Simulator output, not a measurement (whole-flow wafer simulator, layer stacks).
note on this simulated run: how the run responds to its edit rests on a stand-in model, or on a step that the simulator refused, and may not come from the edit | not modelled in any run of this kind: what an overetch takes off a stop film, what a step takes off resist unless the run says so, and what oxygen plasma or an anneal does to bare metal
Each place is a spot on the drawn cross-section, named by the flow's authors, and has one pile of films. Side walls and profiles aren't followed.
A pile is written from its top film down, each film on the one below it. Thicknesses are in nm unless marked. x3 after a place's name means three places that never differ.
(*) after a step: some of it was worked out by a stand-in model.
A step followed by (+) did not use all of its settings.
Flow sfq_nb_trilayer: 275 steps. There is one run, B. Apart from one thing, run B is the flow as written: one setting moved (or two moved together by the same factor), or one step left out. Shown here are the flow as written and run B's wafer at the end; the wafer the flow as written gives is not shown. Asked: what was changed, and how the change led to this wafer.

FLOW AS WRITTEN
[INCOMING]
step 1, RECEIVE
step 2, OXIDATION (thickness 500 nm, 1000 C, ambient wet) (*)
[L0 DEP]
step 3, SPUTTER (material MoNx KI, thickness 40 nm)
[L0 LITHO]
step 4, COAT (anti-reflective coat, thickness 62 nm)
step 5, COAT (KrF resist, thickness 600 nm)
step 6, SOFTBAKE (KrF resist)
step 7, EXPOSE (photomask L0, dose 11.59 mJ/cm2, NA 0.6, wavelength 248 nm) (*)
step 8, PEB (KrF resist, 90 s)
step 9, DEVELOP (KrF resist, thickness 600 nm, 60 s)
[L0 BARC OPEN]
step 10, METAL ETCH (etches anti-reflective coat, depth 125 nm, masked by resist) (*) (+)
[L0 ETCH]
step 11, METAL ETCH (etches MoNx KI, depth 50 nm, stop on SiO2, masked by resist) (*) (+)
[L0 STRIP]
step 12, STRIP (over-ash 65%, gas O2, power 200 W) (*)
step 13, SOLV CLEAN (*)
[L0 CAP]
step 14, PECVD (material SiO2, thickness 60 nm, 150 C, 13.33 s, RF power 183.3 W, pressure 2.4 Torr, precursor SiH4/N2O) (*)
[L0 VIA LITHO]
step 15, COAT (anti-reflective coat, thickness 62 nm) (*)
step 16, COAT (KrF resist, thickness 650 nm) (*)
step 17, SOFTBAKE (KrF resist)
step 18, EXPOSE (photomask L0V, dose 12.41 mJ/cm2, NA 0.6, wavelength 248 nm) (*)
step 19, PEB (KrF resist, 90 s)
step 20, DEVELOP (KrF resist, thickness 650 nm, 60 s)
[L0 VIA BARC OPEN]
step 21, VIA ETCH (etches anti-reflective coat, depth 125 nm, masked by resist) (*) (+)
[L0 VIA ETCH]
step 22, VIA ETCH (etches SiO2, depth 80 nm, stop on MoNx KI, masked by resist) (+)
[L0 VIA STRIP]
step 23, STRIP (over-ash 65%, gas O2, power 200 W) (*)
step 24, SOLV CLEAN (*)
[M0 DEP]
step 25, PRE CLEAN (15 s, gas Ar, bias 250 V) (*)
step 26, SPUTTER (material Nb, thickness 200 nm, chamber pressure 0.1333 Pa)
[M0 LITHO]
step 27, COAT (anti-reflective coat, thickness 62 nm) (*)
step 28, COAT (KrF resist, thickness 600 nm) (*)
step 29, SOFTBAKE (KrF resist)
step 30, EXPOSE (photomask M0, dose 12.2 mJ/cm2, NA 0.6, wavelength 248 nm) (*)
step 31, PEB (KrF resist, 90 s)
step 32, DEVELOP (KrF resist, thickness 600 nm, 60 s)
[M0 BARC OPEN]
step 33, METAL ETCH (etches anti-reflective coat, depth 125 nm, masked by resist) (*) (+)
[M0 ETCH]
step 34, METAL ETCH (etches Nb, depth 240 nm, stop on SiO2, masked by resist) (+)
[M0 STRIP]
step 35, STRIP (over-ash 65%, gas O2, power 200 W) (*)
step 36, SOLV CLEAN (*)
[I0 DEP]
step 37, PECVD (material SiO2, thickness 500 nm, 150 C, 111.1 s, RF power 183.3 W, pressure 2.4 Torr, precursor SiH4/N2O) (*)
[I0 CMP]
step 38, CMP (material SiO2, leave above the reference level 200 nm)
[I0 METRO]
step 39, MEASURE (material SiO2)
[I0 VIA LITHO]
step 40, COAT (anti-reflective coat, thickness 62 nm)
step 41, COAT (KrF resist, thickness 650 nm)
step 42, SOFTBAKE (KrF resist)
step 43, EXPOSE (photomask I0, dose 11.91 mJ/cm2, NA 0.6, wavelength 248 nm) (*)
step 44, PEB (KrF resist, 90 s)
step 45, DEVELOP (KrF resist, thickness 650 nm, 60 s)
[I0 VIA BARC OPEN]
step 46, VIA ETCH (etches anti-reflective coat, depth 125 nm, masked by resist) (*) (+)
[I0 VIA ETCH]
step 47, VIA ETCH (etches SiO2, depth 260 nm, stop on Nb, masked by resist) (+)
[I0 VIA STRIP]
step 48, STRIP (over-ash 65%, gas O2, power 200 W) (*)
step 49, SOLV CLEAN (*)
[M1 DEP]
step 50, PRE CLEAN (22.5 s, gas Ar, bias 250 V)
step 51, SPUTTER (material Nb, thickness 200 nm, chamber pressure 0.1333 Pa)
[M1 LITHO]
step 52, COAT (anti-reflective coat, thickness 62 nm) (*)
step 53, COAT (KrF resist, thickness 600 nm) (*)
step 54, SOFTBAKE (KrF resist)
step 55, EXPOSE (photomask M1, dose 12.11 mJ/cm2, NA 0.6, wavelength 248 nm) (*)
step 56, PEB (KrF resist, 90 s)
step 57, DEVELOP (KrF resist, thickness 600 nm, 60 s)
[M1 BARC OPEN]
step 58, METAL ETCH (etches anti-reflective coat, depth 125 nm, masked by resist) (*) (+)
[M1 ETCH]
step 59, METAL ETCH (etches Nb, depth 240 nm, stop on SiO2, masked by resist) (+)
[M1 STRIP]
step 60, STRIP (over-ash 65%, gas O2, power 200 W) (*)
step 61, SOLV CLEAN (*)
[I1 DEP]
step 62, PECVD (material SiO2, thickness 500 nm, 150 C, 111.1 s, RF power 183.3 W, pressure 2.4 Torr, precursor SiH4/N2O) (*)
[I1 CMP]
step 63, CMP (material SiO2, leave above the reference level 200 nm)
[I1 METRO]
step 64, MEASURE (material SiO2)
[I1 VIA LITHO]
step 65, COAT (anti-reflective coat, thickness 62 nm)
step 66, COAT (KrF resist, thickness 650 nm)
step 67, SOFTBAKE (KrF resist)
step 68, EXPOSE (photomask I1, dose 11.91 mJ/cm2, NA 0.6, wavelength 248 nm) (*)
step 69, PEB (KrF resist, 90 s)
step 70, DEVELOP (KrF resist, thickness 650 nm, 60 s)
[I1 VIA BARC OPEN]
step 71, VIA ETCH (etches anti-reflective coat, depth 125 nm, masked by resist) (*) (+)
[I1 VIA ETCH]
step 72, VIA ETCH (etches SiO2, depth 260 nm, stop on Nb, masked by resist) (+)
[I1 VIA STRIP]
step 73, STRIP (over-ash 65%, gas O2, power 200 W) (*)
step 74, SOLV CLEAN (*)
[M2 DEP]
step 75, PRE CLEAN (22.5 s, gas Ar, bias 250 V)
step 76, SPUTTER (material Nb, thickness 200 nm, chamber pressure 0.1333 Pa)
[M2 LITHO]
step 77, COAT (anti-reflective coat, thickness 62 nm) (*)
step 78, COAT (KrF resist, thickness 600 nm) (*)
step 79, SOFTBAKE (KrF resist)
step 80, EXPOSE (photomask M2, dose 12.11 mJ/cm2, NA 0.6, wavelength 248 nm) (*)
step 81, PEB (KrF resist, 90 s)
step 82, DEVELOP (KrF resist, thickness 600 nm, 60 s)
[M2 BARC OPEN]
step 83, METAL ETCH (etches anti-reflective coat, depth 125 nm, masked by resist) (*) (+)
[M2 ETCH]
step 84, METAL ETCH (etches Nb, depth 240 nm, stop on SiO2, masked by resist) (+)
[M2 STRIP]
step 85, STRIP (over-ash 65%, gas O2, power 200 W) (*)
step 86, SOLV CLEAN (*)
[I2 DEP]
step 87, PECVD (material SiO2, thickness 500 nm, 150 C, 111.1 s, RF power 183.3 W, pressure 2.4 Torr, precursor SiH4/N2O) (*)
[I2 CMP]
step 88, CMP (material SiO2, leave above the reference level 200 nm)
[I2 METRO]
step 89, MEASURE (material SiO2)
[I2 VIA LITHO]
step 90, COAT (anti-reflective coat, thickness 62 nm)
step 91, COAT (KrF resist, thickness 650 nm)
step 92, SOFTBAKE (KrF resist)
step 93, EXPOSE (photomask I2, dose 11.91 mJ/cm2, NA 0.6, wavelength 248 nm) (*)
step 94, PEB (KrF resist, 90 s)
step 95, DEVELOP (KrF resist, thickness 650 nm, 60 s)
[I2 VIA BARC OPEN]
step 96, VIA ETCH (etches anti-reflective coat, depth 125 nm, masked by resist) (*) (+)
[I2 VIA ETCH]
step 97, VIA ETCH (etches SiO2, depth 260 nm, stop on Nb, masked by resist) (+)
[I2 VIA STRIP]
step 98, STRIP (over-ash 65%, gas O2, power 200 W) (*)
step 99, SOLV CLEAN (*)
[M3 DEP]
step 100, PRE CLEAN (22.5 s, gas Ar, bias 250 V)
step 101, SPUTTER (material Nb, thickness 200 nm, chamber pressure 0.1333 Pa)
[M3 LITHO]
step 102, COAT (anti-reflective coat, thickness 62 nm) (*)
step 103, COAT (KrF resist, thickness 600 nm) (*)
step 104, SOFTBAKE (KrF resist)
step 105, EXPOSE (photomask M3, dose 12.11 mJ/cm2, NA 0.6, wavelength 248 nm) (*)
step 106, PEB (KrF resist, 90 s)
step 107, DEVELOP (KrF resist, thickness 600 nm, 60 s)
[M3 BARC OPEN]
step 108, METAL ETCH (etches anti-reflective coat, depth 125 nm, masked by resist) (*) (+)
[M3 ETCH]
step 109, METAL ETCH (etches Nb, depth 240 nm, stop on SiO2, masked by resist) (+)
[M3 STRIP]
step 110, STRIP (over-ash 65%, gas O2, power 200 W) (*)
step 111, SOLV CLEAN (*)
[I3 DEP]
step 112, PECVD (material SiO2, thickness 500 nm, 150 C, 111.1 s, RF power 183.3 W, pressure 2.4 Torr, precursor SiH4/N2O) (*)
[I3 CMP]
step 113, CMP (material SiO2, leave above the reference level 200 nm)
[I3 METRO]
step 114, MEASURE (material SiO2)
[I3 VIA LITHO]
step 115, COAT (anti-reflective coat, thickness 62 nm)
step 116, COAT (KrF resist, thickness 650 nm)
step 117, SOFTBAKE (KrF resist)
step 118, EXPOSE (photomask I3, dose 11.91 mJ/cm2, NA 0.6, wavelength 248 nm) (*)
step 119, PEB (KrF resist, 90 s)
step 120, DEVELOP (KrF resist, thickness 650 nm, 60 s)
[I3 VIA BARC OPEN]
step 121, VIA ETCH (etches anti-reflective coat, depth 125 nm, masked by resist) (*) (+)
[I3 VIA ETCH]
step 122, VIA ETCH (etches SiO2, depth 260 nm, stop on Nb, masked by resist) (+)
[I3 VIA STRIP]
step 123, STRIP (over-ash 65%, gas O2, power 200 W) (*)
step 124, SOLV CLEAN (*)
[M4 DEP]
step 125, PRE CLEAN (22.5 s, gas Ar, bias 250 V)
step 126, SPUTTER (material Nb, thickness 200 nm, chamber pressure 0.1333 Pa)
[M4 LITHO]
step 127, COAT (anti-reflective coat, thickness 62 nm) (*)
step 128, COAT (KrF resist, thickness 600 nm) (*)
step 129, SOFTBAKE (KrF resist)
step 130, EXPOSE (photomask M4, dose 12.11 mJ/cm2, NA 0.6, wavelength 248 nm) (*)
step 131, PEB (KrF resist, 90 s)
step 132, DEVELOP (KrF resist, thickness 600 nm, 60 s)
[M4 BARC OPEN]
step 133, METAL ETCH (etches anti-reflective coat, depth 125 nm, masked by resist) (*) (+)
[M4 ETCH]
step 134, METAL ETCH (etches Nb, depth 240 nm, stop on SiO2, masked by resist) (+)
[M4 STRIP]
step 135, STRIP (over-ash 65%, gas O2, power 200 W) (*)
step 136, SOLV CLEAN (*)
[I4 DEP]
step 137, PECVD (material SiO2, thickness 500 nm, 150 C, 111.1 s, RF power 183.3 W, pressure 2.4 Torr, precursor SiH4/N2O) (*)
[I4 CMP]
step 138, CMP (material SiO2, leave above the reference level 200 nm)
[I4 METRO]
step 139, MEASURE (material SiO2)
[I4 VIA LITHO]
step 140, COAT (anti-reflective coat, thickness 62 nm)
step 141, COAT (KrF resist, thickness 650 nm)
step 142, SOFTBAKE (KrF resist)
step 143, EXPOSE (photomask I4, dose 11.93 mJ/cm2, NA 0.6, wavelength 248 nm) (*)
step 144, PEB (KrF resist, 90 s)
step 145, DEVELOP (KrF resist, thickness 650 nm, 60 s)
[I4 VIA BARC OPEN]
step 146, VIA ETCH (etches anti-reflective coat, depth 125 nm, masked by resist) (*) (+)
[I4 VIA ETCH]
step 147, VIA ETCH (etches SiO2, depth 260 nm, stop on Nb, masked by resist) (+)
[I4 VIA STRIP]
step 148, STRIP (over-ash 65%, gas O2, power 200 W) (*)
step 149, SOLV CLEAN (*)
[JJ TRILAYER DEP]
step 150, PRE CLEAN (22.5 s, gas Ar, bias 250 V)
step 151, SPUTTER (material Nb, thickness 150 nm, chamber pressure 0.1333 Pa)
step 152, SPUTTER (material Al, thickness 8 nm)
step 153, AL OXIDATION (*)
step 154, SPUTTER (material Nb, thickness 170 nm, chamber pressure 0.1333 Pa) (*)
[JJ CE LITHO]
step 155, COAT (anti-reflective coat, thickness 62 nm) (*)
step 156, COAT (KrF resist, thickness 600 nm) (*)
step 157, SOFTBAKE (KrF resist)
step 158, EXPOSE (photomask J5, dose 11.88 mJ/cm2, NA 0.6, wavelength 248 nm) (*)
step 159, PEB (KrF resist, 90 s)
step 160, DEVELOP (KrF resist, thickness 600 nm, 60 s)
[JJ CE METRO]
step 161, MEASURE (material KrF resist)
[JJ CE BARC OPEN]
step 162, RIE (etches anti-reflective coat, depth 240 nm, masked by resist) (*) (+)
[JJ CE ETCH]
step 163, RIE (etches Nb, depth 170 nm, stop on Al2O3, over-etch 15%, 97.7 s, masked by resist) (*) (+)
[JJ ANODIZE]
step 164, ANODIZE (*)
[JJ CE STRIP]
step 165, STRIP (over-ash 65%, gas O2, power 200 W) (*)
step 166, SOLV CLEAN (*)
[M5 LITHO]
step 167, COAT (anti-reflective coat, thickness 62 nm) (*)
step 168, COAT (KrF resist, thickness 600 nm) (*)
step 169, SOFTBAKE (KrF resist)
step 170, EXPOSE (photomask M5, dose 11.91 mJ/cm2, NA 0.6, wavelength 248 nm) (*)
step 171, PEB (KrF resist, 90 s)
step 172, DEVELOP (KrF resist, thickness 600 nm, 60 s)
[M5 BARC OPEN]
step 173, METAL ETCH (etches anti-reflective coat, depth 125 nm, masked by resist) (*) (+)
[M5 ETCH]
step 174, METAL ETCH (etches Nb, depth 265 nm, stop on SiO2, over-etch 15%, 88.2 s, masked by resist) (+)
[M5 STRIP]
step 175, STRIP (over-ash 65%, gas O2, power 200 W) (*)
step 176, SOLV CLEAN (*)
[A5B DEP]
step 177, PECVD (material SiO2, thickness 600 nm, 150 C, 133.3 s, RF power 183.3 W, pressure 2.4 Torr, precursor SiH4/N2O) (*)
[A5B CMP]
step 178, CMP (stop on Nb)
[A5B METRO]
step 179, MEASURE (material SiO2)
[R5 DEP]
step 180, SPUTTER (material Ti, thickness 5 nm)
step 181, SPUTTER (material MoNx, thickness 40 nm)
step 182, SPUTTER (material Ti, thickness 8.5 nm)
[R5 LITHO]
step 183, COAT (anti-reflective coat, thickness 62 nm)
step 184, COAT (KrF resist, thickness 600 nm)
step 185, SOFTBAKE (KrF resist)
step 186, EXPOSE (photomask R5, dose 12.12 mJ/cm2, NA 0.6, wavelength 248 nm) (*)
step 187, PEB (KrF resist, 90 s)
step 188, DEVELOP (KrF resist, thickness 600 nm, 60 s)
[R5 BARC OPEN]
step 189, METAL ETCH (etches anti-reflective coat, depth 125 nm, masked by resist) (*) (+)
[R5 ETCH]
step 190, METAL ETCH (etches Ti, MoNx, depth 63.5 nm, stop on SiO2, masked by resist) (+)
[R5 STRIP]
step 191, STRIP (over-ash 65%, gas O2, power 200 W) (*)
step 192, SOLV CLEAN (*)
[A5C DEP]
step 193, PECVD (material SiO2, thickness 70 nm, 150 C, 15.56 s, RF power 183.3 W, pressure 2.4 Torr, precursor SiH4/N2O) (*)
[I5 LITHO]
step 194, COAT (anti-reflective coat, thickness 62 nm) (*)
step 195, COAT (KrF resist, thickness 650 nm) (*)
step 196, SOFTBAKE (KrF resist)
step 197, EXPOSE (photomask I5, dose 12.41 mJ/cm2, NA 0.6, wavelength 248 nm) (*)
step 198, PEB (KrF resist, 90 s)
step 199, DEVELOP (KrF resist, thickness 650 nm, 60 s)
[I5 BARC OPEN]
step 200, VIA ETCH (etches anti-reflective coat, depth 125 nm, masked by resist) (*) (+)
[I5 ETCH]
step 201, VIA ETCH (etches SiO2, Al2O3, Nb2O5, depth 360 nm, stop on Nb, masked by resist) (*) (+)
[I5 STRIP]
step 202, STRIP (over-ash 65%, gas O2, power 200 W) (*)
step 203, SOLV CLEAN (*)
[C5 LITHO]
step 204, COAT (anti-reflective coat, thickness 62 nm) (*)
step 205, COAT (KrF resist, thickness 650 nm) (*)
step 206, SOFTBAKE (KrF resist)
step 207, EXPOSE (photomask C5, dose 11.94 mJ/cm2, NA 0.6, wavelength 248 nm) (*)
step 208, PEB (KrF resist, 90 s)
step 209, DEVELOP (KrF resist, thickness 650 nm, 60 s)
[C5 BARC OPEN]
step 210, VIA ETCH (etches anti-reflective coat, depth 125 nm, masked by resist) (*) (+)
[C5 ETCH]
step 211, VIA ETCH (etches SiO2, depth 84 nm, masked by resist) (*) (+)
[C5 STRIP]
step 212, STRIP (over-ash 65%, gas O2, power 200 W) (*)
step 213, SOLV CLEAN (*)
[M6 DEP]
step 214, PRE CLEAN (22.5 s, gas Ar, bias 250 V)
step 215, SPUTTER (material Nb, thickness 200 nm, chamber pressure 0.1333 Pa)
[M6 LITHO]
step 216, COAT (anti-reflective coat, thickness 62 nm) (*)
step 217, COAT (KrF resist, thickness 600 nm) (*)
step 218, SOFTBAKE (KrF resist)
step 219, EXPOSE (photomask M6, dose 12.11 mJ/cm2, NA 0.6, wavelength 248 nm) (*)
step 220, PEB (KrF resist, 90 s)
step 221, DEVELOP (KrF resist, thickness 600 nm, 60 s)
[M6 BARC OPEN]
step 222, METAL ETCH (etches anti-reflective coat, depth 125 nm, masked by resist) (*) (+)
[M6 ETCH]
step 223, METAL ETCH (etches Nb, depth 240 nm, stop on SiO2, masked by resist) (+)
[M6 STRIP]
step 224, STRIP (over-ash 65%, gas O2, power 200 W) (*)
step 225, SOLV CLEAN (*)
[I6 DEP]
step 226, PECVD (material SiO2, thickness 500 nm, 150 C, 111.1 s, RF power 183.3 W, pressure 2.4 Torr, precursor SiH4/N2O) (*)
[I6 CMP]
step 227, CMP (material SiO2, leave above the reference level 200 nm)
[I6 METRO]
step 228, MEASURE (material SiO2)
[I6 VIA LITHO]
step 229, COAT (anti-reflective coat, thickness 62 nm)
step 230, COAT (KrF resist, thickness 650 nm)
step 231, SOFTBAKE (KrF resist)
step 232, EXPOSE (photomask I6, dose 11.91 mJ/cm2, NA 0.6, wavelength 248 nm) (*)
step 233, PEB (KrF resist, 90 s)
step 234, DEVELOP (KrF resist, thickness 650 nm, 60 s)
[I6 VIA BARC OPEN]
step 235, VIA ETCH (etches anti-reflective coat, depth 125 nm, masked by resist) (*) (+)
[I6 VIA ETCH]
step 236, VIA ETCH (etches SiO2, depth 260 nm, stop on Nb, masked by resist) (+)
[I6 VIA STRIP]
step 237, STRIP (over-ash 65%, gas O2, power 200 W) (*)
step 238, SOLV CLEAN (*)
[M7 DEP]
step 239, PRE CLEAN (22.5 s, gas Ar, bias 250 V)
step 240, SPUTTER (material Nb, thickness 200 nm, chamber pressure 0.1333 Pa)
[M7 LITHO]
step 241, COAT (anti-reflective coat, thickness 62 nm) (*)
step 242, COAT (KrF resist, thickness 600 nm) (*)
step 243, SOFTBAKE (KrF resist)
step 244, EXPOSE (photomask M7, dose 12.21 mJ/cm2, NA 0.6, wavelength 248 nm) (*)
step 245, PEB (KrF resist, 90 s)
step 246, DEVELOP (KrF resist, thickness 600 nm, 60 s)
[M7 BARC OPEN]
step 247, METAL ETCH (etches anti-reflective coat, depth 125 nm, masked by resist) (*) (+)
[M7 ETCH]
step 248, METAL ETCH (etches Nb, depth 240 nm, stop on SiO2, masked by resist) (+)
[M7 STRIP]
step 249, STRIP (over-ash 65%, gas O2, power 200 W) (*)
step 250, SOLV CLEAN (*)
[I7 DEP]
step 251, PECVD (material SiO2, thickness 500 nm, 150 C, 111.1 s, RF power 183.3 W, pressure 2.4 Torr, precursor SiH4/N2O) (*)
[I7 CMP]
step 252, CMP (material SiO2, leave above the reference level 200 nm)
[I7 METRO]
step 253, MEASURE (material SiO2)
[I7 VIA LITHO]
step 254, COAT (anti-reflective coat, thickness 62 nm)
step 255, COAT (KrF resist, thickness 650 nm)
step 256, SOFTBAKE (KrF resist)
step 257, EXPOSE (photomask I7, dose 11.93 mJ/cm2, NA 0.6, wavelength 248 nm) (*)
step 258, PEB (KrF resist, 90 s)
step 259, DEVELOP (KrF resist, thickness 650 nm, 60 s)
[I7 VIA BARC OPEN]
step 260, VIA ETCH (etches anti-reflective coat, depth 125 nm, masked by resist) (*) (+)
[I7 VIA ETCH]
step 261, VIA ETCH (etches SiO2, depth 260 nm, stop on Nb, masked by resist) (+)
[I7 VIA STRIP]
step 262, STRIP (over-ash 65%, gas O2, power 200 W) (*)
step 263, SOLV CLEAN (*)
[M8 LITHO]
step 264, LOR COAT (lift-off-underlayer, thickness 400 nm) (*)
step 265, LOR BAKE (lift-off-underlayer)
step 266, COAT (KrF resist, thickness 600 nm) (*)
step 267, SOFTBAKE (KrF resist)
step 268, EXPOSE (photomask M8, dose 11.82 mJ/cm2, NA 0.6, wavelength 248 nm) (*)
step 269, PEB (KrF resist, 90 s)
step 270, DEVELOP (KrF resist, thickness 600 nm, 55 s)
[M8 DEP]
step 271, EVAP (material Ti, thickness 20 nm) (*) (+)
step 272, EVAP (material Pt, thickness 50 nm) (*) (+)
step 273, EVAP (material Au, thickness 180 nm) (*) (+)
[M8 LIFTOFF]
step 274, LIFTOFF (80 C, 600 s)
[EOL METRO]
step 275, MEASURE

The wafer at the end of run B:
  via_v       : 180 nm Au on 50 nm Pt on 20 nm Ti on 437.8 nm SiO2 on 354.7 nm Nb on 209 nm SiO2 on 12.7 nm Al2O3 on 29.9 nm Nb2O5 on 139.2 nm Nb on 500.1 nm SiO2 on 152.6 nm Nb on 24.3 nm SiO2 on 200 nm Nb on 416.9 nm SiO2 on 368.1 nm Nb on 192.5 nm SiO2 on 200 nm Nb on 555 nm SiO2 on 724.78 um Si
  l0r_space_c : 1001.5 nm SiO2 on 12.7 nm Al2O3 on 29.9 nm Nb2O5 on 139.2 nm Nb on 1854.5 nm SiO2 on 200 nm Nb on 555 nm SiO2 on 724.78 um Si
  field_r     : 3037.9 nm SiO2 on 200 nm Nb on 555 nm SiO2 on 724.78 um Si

What caused this: step 113, CMP: leave above the reference level 292 nm was run, though the flow has leave above the reference level 200 nm.

Step by step, how the change led to this:
  step 113, CMP (material SiO2, leave above the reference level 200 nm)
      field_l, be, be_sur and 64 more: -8 SiO2 (as written it would have been: -100 SiO2)
      v_sur, via_wl, via_wr and 27 more: -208 SiO2 (as written it would have been: -300 SiO2)
      (and at 9 other places as well)
  step 122, VIA ETCH (etches SiO2, depth 260 nm, stop on Nb, masked by resist) (+)
      via_v: -260 SiO2 (as written it would have been: -199.8 SiO2 (all of it))
  step 125, PRE CLEAN (22.5 s, gas Ar, bias 250 V)
      via_v: -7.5 SiO2 (as written it would have been: -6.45 Nb)
  step 126, SPUTTER (material Nb, thickness 200 nm, chamber pressure 0.1333 Pa)
      via_v: +152.6 Nb (new film) (as written it would have been: +165.5 Nb)
  step 127, COAT (anti-reflective coat, thickness 62 nm) (*)
      via_sp: +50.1 anti-reflective coat (new film) (as written it would have been: +53 anti-reflective coat (new film))
      via_v: +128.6 anti-reflective coat (new film) (as written it would have been: +124.8 anti-reflective coat (new film))
      (and at 1 other place as well)
  step 128, COAT (KrF resist, thickness 600 nm) (*)
      via_v: +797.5 KrF resist (new film) (as written it would have been: +739.8 KrF resist (new film))
  step 135, STRIP (over-ash 65%, gas O2, power 200 W) (*)
      via_sp: -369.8 KrF resist (all of it), -50.1 anti-reflective coat (all of it) (as written it would have been: -373.9 KrF resist (all of it), -53 anti-reflective coat (all of it))
      via_v: -579.3 KrF resist (all of it), -128.6 anti-reflective coat (all of it) (as written it would have been: -521.8 KrF resist (all of it), -124.8 anti-reflective coat (all of it))
      (and at 1 other place as well)
  step 137, PECVD (material SiO2, thickness 500 nm, 150 C, 111.1 s, RF power 183.3 W, pressure 2.4 Torr, precursor SiH4/N2O) (*)
      via_v: +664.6 SiO2 (new film) (as written it would have been: +615 SiO2 (new film))
  step 138, CMP (material SiO2, leave above the reference level 200 nm)
      via_v: -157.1 SiO2 (as written it would have been: -181.6 SiO2)
With metal films that touch counted as one body, via_v has 7 bodies (between them, from the top down: SiO2 437.8; SiO2 209 / Al2O3 12.7 / Nb2O5 29.9; SiO2 500.1; SiO2 24.3; SiO2 416.9; SiO2 192.5); the flow as written gives 6 bodies (between them, from the top down: SiO2 437.8; SiO2 209 / Al2O3 12.7 / Nb2O5 29.9; SiO2 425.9; SiO2 416.9; SiO2 192.5).
